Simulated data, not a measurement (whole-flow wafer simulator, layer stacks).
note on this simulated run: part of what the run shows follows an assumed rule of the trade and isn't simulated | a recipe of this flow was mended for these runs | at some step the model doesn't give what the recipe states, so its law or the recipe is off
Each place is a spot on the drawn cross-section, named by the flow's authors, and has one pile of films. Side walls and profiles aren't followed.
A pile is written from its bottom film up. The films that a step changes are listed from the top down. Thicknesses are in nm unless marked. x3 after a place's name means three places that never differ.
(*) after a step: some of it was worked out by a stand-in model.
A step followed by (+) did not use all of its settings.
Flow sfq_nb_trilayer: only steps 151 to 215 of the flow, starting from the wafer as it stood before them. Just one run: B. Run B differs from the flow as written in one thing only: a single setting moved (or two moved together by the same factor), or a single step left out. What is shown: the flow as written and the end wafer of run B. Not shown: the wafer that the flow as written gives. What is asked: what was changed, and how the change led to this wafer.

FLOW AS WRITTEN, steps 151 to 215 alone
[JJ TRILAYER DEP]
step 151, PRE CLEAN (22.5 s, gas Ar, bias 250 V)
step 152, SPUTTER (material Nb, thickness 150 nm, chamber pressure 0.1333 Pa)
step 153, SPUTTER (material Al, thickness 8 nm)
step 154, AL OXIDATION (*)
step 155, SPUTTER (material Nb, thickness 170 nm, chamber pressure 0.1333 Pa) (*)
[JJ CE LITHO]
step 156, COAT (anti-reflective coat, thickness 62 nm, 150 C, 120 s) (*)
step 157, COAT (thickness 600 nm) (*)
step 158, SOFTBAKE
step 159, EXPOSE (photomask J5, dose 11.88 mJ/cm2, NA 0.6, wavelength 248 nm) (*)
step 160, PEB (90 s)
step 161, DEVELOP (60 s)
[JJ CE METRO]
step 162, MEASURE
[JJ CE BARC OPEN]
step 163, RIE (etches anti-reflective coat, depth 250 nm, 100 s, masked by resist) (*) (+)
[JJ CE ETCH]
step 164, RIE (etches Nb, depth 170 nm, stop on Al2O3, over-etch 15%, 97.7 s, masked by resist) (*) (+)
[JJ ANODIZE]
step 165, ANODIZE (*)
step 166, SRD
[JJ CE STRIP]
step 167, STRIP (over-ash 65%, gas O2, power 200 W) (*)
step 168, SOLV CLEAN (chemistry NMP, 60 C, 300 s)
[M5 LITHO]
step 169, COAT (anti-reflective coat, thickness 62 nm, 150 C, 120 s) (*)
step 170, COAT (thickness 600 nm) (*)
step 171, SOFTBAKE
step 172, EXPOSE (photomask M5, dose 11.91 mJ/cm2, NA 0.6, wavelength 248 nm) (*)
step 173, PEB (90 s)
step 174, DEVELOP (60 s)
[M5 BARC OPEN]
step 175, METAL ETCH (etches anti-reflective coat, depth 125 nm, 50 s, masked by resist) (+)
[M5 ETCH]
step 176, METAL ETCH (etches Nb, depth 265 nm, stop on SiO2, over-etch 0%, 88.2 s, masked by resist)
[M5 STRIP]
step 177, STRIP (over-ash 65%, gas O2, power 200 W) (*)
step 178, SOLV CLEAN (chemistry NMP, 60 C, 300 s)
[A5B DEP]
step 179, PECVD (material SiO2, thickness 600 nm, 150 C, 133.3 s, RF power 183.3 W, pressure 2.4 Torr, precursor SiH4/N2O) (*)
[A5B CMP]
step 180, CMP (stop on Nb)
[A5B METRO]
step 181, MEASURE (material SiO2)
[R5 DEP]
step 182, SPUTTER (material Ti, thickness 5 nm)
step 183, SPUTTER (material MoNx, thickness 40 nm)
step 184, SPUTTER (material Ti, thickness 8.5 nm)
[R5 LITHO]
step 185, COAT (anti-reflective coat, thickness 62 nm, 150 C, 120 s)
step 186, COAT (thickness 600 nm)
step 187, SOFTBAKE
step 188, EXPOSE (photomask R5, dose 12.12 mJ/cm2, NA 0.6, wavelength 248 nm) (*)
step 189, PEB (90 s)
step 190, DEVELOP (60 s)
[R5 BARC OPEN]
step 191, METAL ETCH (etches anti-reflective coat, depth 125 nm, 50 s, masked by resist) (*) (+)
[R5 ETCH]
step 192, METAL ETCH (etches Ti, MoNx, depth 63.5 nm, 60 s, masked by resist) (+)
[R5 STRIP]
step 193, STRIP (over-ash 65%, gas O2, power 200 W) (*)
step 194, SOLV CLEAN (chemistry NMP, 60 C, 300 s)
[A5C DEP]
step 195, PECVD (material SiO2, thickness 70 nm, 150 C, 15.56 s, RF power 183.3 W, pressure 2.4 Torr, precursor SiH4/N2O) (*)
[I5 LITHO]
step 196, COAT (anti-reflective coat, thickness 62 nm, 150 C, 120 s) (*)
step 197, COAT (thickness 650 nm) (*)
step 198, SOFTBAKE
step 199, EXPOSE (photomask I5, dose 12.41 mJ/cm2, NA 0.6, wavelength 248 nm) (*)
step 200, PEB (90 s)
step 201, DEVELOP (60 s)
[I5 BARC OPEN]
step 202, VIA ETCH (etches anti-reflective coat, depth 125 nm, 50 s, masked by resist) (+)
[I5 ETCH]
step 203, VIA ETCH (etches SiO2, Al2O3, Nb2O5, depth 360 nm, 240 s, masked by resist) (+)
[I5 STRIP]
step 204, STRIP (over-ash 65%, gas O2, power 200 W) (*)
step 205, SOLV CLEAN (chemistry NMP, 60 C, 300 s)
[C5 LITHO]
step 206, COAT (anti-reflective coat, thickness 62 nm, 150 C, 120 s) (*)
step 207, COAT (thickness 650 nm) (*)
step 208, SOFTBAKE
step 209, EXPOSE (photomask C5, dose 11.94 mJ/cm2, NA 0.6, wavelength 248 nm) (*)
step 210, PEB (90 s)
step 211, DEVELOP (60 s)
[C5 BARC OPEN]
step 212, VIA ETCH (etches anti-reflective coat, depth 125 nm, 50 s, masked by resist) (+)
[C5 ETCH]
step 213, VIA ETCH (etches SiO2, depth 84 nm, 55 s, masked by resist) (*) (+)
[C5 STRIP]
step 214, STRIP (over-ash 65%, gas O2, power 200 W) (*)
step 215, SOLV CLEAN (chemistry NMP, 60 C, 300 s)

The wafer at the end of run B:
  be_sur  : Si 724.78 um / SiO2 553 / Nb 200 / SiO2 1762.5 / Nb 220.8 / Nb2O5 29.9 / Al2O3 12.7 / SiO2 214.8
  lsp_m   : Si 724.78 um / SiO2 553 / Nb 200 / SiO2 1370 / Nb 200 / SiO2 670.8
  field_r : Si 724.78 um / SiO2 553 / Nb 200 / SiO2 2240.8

Cause: step 152, SPUTTER: thickness 231.6 nm was run, while the flow as written has thickness 150 nm.

How this came from the change, step by step:
  step 152, SPUTTER (material Nb, thickness 150 nm, chamber pressure 0.1333 Pa)
      field_l, v_sur, via_sp and 100 more: +231.6 Nb (new film) (it would be, as written: +150 Nb (new film))
      via_wl, via_w, via_wr: +201.4 Nb (it would be, as written: +129.8 Nb)
  step 153, SPUTTER (material Al, thickness 8 nm)
      via_wl, via_wr: +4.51 Al (new film) (it would be, as written: +5.13 Al (new film))
  step 155, SPUTTER (material Nb, thickness 170 nm, chamber pressure 0.1333 Pa) (*)
      via_wl, via_wr: +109 Nb (new film) (it would be, as written: +139.9 Nb (new film))
      via_w: +154.3 Nb (new film) (it would be, as written: +140.2 Nb (new film))
  step 156, COAT (anti-reflective coat, thickness 62 nm, 150 C, 120 s) (*)
      via_wl, via_wr: +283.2 anti-reflective coat (new film) (it would be, as written: +224.3 anti-reflective coat (new film))
      via_w: +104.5 anti-reflective coat (new film) (it would be, as written: +97.3 anti-reflective coat (new film))
  step 157, COAT (thickness 600 nm) (*)
      via_wl: +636 KrF-resist-other-grade (new film) (it would be, as written: +650.9 KrF-resist-other-grade (new film))
      via_wr: +636.4 KrF-resist-other-grade (new film) (it would be, as written: +651.4 KrF-resist-other-grade (new film))
  step 161, DEVELOP (60 s)
      via_wl: -634.6 KrF-resist-other-grade (all of it) (it would be, as written: -649.5 KrF-resist-other-grade (all of it))
      via_wr: -635.1 KrF-resist-other-grade (all of it) (it would be, as written: -650 KrF-resist-other-grade (all of it))
  step 163, RIE (etches anti-reflective coat, depth 250 nm, 100 s, masked by resist) (*) (+)
      via_wl, via_wr: -250 anti-reflective coat (it would be, as written: -224.3 anti-reflective coat (all of it))
      via_w: -104.5 anti-reflective coat (all of it) (it would be, as written: -97.3 anti-reflective coat (all of it))
  step 164, RIE (etches Nb, depth 170 nm, stop on Al2O3, over-etch 15%, 97.7 s, masked by resist) (*) (+)
      via_wl, via_wr: -33.2 anti-reflective coat (all of it), -109 Nb (all of it), -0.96 Al2O3 (all of it) (it would be, as written: -139.9 Nb (all of it), -0.96 Al2O3 (all of it))
      via_w: -154.3 Nb (all of it), -0.96 Al2O3 (all of it) (it would be, as written: -140.2 Nb (all of it), -0.96 Al2O3 (all of it))
  step 165, ANODIZE (*)
      via_wl, via_wr: +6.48 Al2O3 (new film), +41 Nb2O5 (new film), -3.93 Al (all of it), -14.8 Nb (it would be, as written: +7.51 Al2O3 (new film), +39.2 Nb2O5 (new film), -4.55 Al (all of it), -14.1 Nb)
      via_w: +10.2 Al2O3 (new film), +34.4 Nb2O5 (new film), -6.19 Al (all of it), -12.4 Nb (it would be, as written: +10.7 Al2O3 (new film), +33.4 Nb2O5 (new film), -6.51 Al (all of it), -12 Nb)
  step 169, COAT (anti-reflective coat, thickness 62 nm, 150 C, 120 s) (*)
      via_wl, via_wr: +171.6 anti-reflective coat (new film) (it would be, as written: +184 anti-reflective coat (new film))
      field_l: +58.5 anti-reflective coat (new film) (it would be, as written: +61.6 anti-reflective coat (new film))
      (and at 3 other places as well)
  step 170, COAT (thickness 600 nm) (*)
      via_wl: +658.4 KrF-resist-other-grade (new film) (it would be, as written: +645 KrF-resist-other-grade (new film))
      via_wr: +659.9 KrF-resist-other-grade (new film) (it would be, as written: +646 KrF-resist-other-grade (new film))
  step 175, METAL ETCH (etches anti-reflective coat, depth 125 nm, 50 s, masked by resist) (+)
      field_l: -58.5 anti-reflective coat (all of it), -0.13 Al2O3 (it would be, as written: -61.6 anti-reflective coat (all of it), -0.13 Al2O3)
  step 176, METAL ETCH (etches Nb, depth 265 nm, stop on SiO2, over-etch 0%, 88.2 s, masked by resist)
      field_l, res, r_end and 47 more: -12.6 Al2O3 (all of it), -29.9 Nb2O5 (all of it), -220.8 Nb (all of it), -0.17 SiO2 (it would be, as written: -12.6 Al2O3 (all of it), -29.9 Nb2O5 (all of it), -139.2 Nb (all of it), -8.33 SiO2)
      r_sur, wl_a_sl, wl_a_m6: -12.5 Al2O3 (all of it), -29.9 Nb2O5 (all of it), -220.8 Nb (all of it), -0.17 SiO2 (it would be, as written: -12.5 Al2O3 (all of it), -29.9 Nb2O5 (all of it), -139.2 Nb (all of it), -8.33 SiO2)
  step 177, STRIP (over-ash 65%, gas O2, power 200 W) (*)
      v_sur: -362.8 KrF-resist-other-grade (all of it), -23 anti-reflective coat (all of it) (it would be, as written: -366.5 KrF-resist-other-grade (all of it), -26.6 anti-reflective coat (all of it))
      via_wl: -431.6 KrF-resist-other-grade (all of it), -171.6 anti-reflective coat (all of it) (it would be, as written: -418.2 KrF-resist-other-grade (all of it), -184 anti-reflective coat (all of it))
      (and at 3 other places as well)
  step 180, CMP (stop on Nb)
      field_l, p4_fl x5, p4_w1 x9 and 27 more: -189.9 SiO2 (it would be, as written: -263.3 SiO2)
      r_sur, res, r_end, moat, field_r, lsp_l: -180.3 SiO2 (it would be, as written: -256.4 SiO2)
      (and at 8 other places as well)
